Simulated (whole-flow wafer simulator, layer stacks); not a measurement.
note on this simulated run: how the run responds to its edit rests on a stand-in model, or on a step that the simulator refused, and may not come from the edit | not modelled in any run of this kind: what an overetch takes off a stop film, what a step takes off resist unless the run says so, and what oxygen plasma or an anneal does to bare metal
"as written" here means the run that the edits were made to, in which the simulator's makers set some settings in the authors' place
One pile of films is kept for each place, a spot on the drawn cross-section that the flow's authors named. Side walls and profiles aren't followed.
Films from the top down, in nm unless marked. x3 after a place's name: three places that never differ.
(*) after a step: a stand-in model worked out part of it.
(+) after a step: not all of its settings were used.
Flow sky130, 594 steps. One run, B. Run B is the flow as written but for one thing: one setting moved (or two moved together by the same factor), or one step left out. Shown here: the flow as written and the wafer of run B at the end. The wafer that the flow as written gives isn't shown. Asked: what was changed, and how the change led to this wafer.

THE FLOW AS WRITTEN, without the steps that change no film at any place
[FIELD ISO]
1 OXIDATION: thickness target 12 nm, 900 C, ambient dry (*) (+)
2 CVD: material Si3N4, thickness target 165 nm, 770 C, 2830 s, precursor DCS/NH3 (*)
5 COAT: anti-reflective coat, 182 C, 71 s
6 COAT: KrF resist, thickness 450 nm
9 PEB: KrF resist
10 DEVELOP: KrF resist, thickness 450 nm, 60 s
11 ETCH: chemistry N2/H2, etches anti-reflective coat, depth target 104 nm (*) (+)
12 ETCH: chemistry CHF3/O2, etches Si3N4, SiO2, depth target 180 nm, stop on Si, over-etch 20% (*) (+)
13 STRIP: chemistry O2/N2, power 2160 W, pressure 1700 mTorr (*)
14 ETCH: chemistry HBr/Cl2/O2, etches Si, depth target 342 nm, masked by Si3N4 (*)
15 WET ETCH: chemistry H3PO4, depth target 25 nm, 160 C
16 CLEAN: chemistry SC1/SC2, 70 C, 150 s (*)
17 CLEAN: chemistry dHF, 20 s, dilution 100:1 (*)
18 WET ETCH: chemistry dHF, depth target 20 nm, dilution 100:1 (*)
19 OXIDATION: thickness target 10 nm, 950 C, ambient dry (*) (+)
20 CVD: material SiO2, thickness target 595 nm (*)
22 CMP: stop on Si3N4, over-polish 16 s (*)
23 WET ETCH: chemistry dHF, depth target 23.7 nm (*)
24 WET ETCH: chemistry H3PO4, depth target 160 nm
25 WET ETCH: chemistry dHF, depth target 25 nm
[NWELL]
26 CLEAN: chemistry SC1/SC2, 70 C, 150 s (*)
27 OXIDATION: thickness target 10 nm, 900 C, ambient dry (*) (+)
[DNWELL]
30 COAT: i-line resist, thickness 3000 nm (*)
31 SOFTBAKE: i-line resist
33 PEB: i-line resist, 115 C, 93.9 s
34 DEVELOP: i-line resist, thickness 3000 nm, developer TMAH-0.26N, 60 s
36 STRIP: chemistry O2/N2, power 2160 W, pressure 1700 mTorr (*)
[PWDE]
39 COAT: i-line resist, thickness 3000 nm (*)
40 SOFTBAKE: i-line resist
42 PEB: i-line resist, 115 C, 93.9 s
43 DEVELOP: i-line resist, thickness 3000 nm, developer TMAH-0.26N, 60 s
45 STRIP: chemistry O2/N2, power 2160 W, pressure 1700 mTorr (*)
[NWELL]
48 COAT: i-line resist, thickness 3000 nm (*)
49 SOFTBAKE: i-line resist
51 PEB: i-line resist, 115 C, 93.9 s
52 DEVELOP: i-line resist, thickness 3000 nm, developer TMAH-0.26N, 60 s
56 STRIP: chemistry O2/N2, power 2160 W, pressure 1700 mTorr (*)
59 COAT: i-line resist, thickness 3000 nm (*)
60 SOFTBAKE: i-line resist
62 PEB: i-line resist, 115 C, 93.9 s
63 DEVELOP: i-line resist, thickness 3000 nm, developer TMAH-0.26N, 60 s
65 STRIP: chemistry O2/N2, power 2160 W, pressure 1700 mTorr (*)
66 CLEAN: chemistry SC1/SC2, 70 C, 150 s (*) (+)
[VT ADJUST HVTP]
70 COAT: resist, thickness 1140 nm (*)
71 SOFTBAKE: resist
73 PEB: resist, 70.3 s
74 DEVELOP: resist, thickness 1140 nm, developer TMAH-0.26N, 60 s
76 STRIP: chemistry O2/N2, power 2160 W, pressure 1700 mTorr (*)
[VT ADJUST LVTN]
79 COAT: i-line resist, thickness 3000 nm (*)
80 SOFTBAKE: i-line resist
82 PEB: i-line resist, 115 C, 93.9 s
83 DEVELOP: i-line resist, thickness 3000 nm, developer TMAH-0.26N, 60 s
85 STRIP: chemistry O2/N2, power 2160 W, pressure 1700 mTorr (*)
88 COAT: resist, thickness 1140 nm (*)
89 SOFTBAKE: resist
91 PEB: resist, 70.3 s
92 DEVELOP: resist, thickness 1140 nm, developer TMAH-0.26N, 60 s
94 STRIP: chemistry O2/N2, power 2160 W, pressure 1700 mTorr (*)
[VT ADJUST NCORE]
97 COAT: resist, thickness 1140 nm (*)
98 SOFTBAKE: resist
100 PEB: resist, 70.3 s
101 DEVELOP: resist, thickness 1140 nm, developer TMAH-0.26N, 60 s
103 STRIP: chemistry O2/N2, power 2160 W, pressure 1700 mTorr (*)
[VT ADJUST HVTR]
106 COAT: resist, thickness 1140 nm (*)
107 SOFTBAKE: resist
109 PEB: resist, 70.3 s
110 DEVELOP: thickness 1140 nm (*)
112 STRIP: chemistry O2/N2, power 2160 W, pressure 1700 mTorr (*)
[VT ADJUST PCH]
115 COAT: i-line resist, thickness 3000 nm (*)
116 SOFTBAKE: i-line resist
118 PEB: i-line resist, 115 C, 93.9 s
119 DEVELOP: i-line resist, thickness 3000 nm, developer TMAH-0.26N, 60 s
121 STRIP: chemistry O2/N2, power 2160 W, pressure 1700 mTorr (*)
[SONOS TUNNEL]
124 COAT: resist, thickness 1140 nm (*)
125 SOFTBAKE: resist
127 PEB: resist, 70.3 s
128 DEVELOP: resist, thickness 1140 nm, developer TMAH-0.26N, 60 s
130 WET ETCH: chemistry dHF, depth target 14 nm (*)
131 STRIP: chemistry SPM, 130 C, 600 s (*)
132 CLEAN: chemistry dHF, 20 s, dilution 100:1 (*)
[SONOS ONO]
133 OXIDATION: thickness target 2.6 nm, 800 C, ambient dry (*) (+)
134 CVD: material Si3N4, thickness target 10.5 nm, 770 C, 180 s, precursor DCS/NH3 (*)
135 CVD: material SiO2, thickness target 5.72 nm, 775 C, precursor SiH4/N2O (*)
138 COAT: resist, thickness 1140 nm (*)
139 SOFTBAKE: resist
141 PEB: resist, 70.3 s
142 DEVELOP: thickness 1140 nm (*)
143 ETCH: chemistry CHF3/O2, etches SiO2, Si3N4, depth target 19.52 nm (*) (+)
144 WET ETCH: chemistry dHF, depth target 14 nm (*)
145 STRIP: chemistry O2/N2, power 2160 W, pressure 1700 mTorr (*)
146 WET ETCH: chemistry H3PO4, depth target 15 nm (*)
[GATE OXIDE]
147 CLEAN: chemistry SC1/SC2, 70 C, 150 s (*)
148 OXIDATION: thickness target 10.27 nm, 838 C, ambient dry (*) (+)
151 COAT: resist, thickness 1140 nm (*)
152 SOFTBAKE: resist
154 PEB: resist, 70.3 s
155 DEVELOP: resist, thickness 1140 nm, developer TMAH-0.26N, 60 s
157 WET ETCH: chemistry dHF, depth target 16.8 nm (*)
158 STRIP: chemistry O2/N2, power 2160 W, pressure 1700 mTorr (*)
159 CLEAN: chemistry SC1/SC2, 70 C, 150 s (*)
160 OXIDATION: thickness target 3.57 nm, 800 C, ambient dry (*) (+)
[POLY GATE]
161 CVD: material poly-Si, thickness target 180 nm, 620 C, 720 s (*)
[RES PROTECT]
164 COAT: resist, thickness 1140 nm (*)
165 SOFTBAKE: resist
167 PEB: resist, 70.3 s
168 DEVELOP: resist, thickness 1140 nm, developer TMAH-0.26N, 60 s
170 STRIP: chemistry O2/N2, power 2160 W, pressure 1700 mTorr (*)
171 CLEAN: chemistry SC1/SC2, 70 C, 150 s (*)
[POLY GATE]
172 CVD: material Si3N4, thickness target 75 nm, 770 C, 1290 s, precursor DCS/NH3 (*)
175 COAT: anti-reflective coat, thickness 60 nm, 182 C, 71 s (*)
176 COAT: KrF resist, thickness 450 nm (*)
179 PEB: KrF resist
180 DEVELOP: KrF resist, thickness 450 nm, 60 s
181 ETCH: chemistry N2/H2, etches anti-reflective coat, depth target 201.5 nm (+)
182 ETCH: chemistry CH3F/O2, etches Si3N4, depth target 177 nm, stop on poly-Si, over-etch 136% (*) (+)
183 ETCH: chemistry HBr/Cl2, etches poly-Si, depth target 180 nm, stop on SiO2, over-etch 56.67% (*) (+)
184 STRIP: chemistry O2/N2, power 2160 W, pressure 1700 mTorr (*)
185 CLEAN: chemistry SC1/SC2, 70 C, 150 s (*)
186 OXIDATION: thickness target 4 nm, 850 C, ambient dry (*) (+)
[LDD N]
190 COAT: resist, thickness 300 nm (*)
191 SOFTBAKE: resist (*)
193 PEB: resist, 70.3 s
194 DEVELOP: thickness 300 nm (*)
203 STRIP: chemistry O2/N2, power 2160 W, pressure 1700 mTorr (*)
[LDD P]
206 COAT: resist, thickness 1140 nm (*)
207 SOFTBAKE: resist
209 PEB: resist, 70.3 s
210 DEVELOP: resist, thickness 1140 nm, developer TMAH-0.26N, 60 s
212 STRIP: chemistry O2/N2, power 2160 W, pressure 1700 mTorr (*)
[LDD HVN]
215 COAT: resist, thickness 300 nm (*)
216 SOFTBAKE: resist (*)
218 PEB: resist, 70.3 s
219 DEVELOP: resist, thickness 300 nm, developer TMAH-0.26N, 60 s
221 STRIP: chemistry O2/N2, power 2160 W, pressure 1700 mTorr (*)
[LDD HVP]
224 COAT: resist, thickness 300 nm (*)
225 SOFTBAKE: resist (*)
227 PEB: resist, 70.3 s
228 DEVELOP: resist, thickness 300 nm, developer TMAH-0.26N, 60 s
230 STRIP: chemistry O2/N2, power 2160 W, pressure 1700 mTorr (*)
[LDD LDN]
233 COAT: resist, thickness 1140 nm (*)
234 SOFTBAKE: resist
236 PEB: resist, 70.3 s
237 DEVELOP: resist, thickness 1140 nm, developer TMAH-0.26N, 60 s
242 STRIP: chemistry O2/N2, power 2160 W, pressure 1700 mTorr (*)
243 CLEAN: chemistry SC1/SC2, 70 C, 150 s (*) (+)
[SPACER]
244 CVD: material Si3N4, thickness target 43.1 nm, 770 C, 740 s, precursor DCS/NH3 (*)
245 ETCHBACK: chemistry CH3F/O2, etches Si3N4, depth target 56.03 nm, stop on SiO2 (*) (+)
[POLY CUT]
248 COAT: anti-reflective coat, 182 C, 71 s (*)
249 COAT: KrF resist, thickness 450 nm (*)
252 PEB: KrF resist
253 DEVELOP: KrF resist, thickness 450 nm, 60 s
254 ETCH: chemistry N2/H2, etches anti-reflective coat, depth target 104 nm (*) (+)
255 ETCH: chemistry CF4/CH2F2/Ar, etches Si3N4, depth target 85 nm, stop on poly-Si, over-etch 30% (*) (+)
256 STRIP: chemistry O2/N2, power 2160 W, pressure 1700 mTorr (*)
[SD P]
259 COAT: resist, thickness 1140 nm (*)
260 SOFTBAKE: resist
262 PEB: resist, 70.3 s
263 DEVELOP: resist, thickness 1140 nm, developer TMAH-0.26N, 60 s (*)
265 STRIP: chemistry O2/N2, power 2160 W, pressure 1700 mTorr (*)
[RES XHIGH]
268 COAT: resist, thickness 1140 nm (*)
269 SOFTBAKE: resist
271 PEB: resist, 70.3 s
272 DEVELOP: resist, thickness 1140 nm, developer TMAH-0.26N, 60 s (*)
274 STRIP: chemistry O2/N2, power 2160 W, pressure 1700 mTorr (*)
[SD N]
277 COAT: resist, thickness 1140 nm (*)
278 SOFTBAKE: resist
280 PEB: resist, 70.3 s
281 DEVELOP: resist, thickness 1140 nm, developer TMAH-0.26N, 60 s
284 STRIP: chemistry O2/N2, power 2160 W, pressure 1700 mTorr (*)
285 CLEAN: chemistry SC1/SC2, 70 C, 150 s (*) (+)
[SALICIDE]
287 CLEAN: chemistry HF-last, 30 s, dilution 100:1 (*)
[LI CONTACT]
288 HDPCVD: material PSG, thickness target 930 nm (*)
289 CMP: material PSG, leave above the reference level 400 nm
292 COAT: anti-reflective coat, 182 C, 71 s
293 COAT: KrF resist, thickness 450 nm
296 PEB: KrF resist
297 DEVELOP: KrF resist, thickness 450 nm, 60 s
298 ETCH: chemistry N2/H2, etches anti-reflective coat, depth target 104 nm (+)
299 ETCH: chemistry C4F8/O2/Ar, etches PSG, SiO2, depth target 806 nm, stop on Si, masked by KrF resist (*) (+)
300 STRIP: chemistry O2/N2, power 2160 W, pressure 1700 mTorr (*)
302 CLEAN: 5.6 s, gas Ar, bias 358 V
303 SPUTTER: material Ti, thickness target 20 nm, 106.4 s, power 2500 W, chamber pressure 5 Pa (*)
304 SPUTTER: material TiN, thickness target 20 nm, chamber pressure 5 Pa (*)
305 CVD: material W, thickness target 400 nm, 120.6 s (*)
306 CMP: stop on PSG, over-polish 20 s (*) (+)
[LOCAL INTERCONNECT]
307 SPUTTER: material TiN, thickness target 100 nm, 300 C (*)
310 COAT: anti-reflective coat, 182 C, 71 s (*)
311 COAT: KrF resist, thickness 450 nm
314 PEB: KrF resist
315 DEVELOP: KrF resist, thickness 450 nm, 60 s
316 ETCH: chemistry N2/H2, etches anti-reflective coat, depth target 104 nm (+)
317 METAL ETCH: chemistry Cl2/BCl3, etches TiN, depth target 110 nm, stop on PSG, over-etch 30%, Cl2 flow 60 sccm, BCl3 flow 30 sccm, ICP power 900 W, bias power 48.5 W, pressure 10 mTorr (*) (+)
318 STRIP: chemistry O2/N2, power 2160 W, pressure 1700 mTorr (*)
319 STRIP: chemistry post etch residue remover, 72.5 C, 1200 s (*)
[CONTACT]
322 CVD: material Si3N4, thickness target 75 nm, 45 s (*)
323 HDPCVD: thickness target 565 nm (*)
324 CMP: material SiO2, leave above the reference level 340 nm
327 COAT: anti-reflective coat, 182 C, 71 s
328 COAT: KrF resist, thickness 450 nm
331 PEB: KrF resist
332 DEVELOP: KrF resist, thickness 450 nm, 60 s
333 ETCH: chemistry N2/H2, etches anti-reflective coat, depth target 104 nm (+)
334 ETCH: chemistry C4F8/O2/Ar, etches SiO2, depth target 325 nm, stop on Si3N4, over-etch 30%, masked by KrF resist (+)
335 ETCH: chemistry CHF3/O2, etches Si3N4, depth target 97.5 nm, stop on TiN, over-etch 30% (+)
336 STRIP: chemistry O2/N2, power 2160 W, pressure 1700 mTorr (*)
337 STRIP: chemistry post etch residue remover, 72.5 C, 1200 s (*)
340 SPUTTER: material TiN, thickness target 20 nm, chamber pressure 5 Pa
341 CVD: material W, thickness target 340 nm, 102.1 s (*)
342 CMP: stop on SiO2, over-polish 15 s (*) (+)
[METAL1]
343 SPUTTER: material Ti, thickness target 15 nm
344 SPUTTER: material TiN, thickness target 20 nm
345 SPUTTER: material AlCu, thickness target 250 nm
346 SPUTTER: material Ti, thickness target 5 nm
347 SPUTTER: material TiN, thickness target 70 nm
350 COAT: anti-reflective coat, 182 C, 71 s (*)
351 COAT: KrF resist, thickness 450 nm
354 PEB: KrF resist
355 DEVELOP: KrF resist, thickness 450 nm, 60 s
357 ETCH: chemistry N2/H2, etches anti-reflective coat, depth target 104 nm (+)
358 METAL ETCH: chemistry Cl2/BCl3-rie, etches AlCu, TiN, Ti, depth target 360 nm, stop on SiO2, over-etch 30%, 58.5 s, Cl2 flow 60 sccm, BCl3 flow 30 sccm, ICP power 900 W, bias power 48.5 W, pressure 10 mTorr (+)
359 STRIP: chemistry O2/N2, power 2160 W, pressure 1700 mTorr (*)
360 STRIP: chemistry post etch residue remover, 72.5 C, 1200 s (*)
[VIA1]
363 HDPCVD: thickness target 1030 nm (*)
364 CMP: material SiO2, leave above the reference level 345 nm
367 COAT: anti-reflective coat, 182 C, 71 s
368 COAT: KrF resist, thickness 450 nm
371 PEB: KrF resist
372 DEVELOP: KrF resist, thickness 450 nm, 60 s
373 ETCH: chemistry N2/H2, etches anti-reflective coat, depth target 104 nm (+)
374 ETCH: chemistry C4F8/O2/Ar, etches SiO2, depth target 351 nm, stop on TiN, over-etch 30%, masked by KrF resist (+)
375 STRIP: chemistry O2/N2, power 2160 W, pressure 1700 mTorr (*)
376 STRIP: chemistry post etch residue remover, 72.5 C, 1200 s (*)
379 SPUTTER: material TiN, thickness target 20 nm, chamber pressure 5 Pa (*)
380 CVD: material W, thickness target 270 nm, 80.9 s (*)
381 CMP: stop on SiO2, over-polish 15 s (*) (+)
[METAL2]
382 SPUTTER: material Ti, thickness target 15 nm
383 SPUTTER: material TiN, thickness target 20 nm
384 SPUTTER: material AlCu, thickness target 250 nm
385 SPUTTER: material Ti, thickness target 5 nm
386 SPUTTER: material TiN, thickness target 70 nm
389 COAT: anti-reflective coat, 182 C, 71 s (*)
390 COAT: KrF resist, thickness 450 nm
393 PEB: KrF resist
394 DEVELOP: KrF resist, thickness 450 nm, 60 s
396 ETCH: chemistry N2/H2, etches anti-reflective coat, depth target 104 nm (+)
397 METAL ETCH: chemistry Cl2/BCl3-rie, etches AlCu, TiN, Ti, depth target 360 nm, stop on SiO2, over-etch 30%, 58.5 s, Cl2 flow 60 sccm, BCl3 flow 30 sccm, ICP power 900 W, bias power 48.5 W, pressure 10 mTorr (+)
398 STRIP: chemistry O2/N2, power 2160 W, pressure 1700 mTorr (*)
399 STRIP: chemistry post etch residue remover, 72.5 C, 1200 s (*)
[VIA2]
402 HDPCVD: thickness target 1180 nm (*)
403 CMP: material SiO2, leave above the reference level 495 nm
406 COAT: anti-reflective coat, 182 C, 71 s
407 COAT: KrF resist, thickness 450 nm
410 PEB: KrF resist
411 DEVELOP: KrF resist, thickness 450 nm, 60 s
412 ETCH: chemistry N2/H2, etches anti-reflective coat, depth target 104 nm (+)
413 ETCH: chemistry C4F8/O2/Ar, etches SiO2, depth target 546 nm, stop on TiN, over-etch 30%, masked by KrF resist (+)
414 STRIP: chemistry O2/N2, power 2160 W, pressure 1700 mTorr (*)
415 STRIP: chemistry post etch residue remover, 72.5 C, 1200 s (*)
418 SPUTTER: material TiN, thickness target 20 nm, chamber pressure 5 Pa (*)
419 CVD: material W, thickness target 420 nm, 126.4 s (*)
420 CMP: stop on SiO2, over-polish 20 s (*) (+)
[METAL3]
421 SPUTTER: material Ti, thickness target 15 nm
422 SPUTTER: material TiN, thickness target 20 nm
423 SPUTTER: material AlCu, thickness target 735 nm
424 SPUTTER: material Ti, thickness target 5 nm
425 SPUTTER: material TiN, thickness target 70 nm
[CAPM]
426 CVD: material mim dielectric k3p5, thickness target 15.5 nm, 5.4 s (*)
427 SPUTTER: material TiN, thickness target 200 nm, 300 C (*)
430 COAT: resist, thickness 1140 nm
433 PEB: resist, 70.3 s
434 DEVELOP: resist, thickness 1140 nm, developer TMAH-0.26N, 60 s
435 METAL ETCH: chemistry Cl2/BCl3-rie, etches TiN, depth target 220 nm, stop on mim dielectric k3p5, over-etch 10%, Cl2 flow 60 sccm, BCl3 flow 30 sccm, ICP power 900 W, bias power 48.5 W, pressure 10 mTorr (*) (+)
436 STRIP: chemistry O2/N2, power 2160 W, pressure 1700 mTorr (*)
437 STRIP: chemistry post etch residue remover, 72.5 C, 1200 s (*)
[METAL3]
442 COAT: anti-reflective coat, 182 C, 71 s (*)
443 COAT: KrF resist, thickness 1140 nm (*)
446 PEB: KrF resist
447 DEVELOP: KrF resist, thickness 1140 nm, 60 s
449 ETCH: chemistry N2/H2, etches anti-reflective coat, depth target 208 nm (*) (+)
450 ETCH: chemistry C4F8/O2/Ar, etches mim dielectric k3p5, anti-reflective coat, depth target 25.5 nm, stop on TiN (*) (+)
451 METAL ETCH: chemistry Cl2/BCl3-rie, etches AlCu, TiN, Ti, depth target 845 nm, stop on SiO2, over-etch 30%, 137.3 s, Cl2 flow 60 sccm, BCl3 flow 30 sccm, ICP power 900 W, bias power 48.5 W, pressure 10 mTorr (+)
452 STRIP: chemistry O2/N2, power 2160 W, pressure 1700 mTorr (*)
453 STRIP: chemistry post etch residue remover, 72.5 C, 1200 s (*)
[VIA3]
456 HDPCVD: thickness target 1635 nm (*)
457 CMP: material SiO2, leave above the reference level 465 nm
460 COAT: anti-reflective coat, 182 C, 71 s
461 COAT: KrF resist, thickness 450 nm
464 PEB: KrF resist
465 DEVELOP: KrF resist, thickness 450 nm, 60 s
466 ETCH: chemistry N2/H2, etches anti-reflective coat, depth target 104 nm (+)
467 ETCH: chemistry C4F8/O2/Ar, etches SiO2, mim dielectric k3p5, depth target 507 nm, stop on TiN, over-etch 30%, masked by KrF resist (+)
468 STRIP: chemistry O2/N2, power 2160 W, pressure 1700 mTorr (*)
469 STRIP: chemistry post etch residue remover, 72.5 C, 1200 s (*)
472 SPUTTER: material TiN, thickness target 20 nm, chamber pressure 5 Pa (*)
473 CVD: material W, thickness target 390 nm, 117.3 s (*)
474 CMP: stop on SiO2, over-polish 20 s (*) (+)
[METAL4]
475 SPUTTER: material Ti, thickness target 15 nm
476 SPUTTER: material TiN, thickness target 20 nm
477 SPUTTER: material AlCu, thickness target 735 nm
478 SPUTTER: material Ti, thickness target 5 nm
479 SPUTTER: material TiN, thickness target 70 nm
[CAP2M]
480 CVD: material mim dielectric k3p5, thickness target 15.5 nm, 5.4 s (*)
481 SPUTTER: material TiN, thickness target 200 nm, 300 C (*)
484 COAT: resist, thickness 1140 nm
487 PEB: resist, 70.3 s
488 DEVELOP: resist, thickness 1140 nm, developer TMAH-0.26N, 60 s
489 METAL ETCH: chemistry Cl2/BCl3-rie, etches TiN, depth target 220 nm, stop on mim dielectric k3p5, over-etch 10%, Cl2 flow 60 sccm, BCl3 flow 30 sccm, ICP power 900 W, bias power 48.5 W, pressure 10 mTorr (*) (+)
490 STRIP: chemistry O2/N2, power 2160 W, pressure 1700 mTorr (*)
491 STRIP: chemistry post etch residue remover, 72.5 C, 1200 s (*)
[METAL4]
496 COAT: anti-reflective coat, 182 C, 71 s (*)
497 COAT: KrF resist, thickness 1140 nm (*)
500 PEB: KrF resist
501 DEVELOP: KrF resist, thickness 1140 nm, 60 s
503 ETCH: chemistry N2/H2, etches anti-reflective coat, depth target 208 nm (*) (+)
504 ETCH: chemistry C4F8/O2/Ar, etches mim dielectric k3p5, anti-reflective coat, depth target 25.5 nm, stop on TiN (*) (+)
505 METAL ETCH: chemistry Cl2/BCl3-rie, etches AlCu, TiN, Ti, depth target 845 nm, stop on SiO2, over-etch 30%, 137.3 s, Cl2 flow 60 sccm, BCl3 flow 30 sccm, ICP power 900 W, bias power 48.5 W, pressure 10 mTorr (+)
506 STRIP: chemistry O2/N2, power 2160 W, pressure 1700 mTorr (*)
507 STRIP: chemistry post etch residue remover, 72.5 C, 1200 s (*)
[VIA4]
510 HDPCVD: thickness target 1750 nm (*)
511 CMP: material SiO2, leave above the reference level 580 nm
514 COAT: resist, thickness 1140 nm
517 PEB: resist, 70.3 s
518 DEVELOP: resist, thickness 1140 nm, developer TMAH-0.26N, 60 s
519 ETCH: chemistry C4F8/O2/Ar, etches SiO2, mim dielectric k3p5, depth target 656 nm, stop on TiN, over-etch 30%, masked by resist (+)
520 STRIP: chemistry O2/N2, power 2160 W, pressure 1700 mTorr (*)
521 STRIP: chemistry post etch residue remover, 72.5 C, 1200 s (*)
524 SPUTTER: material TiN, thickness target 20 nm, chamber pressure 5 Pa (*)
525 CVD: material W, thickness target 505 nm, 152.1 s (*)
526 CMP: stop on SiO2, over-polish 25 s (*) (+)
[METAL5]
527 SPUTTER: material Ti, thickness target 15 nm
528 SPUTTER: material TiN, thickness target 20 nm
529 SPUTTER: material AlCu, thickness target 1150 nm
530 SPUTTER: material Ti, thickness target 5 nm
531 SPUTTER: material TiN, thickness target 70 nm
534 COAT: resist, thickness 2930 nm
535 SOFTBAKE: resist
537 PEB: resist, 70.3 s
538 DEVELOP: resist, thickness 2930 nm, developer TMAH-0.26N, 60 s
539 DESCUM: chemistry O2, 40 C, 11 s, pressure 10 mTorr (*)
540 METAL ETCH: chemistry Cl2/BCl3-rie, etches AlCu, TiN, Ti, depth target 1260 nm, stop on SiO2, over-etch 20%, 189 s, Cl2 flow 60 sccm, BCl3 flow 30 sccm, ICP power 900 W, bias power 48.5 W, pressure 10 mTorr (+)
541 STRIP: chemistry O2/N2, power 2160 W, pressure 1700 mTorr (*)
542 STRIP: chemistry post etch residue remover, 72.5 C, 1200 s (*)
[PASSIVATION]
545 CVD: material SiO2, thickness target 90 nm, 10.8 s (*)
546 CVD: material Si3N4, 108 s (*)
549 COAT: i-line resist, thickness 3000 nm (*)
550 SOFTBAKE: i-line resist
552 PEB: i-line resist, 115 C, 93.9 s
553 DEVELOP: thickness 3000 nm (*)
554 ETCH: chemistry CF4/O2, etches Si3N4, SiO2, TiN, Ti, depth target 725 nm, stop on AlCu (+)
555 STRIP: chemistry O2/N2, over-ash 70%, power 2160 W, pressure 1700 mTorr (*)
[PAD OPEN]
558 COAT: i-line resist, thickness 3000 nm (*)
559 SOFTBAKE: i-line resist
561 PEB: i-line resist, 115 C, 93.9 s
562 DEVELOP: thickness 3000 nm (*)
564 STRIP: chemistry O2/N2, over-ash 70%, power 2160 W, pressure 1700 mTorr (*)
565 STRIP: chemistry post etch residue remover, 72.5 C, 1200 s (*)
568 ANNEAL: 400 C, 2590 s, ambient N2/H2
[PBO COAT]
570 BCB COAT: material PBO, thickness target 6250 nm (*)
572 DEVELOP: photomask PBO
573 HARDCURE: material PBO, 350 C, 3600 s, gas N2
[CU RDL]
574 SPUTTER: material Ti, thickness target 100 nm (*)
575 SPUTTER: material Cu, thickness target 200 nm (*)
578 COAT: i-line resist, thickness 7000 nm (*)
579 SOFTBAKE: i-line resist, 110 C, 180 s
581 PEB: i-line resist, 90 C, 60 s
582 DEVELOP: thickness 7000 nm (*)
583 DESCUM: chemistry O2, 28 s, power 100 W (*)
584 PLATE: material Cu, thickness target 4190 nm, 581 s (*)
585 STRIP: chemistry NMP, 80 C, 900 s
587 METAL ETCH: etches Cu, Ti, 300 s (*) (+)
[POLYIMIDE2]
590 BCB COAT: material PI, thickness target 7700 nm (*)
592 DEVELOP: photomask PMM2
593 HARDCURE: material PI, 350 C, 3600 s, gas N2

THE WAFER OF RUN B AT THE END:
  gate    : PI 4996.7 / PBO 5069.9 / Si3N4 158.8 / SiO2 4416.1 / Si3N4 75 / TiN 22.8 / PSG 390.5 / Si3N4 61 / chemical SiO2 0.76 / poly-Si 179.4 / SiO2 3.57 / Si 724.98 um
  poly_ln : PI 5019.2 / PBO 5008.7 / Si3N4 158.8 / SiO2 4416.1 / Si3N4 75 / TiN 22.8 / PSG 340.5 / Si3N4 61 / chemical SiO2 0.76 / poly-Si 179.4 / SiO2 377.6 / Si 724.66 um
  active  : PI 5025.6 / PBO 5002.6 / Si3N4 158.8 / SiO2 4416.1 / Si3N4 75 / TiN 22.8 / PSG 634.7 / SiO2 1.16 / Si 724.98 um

The cause: step 316, ETCH: depth target 46.8 nm was run, where the flow has depth target 104 nm.

How the change led to this, step by step:
  316 ETCH: chemistry N2/H2, etches anti-reflective coat, depth target 104 nm (+)
      field, active, gate and 87 more: anti-reflective coat -46.8 (as written it would be: anti-reflective coat -80 (all of it), TiN -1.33)
      rpo_hd: anti-reflective coat -46.8 (as written it would be: anti-reflective coat -80 (all of it), TiN -1.34)
      (and at 100 more places)
  317 METAL ETCH: chemistry Cl2/BCl3, etches TiN, depth target 110 nm, stop on PSG, over-etch 30%, Cl2 flow 60 sccm, BCl3 flow 30 sccm, ICP power 900 W, bias power 48.5 W, pressure 10 mTorr (*) (+)
      field, active, gate and 88 more: anti-reflective coat -33.2 (all of it), TiN -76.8 (as written it would be: TiN -98.7 (all of it))
  318 STRIP: chemistry O2/N2, power 2160 W, pressure 1700 mTorr (*)
      n_well, p_well, gate_hv and 93 more: KrF resist -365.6 (all of it), anti-reflective coat -80 (all of it) (as written it would be: KrF resist -333.8 (all of it), anti-reflective coat -80 (all of it))
      poly_licon, ndiff_licon, rpo_hd_licon: KrF resist -365.7 (all of it), anti-reflective coat -80.5 (all of it) (as written it would be: KrF resist -333.9 (all of it), anti-reflective coat -80.5 (all of it))
      (and at 1 more place)
  324 CMP: material SiO2, leave above the reference level 340 nm
      field, active, gate and 88 more: SiO2 -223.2 (as written it would be: SiO2 -200.4)
Counting metal films that touch as one body, gate has 1 body; the flow as written gives 0 bodies.
Counting metal films that touch as one body, poly_ln has 1 body; the flow as written gives 0 bodies.
Counting metal films that touch as one body, active has 1 body; the flow as written gives 0 bodies.
